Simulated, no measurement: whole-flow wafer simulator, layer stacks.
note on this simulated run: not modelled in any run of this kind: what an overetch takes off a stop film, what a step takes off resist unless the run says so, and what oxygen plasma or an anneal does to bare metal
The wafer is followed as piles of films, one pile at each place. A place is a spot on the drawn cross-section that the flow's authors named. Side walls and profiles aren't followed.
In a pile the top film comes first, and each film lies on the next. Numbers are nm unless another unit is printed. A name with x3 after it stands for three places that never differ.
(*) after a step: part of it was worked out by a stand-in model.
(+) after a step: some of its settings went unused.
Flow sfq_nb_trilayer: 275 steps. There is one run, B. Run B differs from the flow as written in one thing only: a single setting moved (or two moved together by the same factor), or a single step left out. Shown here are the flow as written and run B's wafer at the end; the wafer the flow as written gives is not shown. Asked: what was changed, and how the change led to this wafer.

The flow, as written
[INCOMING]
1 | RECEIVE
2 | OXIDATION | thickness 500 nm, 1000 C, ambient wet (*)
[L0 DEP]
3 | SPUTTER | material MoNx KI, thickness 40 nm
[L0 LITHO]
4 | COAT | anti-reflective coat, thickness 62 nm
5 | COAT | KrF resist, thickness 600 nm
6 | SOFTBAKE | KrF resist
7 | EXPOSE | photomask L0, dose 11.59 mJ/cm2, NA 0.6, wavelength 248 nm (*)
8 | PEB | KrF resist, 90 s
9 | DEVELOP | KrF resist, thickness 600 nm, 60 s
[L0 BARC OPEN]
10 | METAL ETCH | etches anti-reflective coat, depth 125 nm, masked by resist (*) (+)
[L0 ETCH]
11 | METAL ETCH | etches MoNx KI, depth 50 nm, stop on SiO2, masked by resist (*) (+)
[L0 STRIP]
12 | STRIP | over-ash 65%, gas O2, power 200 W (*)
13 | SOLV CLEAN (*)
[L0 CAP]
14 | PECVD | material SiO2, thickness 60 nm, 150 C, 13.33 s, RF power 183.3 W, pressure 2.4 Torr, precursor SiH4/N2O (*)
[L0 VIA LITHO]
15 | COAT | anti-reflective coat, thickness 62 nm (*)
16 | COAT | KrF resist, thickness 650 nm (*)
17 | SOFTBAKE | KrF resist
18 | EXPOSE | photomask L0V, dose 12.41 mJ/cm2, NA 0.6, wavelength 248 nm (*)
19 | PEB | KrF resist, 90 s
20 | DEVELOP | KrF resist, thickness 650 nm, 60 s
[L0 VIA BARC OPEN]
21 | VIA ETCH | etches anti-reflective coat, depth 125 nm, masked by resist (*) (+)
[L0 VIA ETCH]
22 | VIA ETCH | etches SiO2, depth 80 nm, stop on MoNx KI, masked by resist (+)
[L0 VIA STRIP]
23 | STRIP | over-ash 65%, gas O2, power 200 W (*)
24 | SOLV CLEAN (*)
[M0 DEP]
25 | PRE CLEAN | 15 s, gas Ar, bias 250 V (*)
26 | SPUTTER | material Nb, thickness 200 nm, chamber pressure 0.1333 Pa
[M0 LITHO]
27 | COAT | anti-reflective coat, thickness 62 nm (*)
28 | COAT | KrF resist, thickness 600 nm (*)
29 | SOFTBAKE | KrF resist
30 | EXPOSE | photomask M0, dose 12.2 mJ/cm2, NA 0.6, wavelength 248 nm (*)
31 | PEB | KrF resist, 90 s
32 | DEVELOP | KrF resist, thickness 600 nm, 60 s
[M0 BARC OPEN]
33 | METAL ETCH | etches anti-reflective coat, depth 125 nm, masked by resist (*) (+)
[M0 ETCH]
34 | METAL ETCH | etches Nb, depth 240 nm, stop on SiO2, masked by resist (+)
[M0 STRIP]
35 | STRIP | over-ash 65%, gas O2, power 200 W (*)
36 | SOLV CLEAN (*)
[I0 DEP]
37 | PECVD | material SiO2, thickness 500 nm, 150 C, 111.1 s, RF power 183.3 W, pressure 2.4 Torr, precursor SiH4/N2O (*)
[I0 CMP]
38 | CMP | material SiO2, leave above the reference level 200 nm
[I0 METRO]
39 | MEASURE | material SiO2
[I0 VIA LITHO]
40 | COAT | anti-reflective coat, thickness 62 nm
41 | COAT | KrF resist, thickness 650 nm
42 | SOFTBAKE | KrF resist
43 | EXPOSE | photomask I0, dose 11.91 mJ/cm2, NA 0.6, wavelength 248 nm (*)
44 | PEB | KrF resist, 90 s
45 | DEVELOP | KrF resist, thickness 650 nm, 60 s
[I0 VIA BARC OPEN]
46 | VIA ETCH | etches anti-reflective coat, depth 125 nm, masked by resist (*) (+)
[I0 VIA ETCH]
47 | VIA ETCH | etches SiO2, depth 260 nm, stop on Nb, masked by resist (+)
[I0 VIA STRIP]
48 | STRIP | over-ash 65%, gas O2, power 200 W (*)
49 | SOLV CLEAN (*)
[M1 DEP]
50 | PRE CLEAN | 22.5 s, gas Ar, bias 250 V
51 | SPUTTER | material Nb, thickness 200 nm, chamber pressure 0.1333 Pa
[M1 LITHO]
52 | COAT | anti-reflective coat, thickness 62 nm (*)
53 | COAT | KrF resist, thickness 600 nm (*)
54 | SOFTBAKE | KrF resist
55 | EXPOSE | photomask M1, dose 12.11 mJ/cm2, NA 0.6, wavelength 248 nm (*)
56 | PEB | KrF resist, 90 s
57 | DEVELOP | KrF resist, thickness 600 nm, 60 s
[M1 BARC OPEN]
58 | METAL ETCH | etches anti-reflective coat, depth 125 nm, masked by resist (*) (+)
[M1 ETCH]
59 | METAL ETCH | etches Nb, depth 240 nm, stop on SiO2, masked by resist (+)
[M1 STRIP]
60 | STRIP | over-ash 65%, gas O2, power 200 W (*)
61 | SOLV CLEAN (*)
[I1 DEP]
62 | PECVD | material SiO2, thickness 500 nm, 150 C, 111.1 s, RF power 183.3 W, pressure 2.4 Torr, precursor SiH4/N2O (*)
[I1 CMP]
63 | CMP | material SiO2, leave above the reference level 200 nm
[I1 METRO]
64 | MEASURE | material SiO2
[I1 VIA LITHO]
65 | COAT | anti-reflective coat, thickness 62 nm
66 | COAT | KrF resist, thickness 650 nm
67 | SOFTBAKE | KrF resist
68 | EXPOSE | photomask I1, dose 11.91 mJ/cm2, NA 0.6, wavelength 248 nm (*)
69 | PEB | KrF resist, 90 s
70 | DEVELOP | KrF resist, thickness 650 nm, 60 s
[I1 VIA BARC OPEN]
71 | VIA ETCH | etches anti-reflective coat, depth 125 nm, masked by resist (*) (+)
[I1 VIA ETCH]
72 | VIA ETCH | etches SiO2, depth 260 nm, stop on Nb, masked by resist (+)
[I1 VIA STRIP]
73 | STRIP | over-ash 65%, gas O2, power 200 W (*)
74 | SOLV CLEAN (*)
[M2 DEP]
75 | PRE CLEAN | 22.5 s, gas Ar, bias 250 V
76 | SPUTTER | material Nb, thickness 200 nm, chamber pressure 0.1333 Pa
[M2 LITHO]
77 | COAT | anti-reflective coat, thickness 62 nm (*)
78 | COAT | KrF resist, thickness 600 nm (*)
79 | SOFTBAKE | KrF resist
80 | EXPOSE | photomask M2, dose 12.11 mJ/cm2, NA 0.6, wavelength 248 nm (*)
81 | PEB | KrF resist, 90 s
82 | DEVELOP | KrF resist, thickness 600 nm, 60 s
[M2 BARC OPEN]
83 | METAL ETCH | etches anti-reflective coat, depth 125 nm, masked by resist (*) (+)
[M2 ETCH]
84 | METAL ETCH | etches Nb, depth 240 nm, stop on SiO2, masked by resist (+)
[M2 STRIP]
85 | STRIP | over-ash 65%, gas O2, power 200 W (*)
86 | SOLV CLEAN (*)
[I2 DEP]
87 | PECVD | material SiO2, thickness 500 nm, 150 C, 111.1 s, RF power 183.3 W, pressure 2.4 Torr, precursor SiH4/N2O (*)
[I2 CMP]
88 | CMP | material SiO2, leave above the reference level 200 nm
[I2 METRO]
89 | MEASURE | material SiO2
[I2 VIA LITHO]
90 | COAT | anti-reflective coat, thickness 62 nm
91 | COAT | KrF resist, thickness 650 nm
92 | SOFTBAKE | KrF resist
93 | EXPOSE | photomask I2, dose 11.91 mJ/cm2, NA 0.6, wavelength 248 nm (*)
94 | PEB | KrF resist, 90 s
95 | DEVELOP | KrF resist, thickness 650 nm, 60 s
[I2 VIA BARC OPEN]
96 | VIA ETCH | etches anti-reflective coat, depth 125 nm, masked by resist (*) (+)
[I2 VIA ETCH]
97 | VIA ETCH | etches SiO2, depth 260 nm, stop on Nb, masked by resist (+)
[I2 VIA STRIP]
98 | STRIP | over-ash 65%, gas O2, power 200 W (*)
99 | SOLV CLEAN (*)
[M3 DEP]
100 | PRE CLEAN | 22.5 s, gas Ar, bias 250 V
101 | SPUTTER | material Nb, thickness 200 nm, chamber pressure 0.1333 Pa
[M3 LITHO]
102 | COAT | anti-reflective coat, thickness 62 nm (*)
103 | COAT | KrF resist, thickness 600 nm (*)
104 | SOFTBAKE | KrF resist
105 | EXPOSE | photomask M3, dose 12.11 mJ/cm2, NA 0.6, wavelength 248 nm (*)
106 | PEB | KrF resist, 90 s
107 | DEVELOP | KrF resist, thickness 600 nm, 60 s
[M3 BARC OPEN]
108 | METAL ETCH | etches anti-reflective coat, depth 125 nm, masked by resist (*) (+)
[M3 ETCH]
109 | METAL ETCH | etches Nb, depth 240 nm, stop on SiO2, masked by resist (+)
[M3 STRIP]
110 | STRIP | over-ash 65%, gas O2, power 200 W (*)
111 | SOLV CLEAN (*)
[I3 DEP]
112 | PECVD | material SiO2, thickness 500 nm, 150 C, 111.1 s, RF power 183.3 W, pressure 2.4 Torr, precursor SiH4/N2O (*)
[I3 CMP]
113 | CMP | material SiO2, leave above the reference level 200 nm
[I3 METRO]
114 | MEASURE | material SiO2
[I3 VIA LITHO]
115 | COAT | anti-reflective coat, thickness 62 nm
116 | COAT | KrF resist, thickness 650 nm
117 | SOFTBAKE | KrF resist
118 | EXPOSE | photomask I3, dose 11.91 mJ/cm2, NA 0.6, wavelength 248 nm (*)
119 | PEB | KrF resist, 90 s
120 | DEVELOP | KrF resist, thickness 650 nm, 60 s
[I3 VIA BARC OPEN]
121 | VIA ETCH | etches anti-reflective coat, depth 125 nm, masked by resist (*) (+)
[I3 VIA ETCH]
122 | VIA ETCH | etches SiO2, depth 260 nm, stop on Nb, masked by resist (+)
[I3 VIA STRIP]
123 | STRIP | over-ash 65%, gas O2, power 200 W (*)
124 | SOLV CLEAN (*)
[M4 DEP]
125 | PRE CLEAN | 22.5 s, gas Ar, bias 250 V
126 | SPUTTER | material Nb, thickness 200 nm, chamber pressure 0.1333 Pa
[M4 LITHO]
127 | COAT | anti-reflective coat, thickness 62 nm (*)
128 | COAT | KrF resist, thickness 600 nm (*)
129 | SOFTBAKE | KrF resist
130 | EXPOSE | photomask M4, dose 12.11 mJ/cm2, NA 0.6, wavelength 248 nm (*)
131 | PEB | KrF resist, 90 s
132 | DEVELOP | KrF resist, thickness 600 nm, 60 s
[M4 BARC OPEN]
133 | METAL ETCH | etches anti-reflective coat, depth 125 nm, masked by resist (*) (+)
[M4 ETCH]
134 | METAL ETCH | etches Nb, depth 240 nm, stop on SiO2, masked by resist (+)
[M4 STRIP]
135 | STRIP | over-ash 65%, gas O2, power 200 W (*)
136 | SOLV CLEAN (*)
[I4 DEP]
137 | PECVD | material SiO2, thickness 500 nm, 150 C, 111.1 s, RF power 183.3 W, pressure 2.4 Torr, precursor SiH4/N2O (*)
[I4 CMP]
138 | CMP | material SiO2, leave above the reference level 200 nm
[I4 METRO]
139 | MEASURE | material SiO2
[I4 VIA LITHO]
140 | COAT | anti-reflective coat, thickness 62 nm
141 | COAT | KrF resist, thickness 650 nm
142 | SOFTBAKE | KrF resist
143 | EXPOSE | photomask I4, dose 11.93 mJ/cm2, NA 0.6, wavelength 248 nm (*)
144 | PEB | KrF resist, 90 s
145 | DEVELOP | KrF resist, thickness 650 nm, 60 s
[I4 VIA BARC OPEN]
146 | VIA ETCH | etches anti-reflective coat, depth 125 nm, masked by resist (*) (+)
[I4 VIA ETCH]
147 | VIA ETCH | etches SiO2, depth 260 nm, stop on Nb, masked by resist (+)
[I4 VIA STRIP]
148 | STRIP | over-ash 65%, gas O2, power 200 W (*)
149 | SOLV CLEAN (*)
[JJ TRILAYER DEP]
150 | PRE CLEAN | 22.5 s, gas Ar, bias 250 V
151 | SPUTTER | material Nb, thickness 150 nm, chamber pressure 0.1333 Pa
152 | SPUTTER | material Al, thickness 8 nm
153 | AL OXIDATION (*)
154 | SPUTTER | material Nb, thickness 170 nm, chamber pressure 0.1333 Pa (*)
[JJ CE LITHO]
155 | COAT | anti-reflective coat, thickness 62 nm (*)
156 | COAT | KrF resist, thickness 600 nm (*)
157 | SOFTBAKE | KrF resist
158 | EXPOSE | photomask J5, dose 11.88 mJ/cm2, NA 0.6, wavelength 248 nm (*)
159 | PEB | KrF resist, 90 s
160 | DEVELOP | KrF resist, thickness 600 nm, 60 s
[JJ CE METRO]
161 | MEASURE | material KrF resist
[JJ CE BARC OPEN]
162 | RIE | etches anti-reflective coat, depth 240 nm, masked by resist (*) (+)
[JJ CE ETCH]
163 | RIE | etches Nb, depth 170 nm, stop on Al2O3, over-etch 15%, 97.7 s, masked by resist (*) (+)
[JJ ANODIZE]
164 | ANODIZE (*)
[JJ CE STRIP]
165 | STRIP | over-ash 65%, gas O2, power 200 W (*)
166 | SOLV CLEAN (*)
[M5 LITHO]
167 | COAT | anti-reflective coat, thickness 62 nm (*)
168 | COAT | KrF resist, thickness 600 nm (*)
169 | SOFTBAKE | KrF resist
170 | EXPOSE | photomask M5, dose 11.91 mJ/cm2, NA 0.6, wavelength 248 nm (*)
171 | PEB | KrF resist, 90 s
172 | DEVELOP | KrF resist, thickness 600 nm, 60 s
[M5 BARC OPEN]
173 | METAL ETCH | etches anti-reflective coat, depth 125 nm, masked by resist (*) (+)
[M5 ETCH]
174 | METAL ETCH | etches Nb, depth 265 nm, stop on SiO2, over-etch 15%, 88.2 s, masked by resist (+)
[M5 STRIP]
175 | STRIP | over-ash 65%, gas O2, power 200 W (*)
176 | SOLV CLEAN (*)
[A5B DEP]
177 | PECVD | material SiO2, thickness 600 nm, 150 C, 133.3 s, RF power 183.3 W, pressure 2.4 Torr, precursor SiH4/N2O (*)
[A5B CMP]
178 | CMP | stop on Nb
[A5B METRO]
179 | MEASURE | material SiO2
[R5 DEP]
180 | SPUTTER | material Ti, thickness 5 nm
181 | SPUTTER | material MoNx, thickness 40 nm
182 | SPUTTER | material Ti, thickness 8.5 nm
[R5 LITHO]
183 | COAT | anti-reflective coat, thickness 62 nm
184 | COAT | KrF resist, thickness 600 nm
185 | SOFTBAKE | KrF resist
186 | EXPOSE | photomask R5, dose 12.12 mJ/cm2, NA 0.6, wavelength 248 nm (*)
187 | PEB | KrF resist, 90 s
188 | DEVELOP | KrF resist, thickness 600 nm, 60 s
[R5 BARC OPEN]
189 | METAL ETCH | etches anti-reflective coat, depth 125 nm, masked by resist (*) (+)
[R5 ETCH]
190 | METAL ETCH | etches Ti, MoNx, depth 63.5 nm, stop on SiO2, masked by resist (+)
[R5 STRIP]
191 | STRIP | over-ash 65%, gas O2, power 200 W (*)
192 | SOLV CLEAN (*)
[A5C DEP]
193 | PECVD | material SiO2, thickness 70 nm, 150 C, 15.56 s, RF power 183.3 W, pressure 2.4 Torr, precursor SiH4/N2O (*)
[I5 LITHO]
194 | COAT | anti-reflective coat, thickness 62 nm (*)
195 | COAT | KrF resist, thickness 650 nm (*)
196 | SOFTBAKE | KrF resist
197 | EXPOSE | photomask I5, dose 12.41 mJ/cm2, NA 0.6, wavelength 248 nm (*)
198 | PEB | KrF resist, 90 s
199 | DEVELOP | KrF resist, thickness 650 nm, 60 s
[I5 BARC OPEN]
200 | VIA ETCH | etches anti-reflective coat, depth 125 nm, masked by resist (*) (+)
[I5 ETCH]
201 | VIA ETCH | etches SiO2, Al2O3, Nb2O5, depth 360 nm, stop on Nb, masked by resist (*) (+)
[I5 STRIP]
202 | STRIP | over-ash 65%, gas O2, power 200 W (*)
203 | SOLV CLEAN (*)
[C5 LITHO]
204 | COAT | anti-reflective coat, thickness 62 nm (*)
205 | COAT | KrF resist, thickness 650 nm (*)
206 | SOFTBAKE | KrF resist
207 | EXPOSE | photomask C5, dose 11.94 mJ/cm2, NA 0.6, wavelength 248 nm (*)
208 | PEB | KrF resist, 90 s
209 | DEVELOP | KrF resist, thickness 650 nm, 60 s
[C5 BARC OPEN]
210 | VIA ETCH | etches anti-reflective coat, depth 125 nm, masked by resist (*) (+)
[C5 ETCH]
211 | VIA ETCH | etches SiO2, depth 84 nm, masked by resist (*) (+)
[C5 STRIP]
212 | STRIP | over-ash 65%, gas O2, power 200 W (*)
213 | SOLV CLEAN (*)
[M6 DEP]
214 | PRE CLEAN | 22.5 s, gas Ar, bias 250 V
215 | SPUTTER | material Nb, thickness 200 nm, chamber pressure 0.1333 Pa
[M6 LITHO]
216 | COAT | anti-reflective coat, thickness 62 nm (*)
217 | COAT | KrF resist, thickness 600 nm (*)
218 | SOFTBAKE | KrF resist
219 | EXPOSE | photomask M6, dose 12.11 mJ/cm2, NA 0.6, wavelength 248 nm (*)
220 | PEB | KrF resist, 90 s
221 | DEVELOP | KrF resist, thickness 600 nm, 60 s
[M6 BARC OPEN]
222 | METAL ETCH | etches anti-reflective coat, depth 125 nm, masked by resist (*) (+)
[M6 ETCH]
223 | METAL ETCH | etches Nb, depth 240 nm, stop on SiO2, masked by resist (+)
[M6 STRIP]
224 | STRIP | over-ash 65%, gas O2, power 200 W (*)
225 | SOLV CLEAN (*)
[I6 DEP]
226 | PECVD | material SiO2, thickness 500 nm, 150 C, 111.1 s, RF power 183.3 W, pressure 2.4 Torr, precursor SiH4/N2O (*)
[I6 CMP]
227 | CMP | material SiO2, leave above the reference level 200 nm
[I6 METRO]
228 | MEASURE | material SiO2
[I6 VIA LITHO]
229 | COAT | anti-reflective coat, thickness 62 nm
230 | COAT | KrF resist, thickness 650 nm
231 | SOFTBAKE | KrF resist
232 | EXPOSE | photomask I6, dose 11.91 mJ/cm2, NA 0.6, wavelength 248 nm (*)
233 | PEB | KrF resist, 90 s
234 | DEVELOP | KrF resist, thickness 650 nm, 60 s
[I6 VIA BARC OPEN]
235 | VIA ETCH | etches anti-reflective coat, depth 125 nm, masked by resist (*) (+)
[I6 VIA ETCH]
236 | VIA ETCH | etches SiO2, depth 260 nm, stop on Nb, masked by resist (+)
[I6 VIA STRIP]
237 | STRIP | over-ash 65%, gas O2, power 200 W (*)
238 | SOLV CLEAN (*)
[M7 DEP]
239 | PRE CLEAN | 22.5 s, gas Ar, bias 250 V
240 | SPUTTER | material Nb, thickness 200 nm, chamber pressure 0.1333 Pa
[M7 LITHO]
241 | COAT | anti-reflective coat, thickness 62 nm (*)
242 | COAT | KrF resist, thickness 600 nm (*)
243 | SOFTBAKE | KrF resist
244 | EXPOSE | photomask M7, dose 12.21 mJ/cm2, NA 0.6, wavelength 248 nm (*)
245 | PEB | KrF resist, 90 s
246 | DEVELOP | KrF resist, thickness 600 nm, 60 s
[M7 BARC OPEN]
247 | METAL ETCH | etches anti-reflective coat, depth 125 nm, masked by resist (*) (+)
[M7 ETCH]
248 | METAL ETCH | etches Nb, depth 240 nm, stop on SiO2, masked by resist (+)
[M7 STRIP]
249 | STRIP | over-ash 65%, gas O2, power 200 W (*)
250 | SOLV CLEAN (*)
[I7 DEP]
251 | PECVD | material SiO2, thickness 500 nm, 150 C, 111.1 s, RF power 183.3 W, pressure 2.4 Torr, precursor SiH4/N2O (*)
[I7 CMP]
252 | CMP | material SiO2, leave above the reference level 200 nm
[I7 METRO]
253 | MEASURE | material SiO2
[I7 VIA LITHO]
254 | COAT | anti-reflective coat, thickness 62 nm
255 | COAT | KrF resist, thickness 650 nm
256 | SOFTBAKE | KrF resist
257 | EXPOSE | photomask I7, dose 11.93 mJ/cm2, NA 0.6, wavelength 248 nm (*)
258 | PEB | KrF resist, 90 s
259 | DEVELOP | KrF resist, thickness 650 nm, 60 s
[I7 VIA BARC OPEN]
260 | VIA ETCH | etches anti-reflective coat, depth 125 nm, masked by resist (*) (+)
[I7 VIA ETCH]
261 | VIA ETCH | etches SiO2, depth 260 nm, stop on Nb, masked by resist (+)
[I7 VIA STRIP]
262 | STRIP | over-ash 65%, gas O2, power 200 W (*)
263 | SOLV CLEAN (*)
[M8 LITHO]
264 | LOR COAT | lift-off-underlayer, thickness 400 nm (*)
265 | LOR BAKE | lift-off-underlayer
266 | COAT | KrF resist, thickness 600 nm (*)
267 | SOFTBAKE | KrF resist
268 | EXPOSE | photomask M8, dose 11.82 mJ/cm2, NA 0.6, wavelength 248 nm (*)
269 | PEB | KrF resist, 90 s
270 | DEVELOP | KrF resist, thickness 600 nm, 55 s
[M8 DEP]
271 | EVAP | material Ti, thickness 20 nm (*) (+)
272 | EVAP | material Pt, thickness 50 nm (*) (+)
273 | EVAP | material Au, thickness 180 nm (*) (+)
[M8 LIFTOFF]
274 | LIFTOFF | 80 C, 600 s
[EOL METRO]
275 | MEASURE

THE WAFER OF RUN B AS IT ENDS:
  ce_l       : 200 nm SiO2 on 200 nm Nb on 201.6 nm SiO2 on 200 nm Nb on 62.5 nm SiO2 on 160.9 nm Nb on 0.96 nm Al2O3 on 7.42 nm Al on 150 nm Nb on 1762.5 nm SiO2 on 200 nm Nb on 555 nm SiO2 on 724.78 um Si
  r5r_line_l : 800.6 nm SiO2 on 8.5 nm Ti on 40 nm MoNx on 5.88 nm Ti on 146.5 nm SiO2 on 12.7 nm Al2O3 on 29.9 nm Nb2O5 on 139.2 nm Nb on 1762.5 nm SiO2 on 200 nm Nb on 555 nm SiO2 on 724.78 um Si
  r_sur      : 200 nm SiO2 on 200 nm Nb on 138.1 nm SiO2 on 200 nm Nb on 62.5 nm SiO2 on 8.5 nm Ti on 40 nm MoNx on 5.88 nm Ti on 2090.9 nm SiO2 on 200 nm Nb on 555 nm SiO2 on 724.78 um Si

Cause: step 180, SPUTTER: thickness 5.88 nm was run, whereas the flow has thickness 5 nm.
One can read it off the wafer: r5r_line_l has Ti 5.88, and step 180 as written asks for 5 nm.

Step by step, how the change led to this:
  180 | SPUTTER | material Ti, thickness 5 nm
      field_l, v_sur, via_wl and 103 more: +5.88 Ti (new film) (as written it would have been: +5 Ti (new film))
  190 | METAL ETCH | etches Ti, MoNx, depth 63.5 nm, stop on SiO2, masked by resist (+)
      field_l, v_sur, via_wl and 92 more: -8.5 Ti (all of it), -40 MoNx (all of it), -5.88 Ti (all of it) (as written it would have been: -8.5 Ti (all of it), -40 MoNx (all of it), -5 Ti (all of it))
      ce_l, c5j, ce_r, wl_jj: -8.5 Ti (all of it), -40 MoNx (all of it), -5.88 Ti (all of it), -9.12 Nb (as written it would have been: -8.5 Ti (all of it), -40 MoNx (all of it), -5 Ti (all of it), -10 Nb)
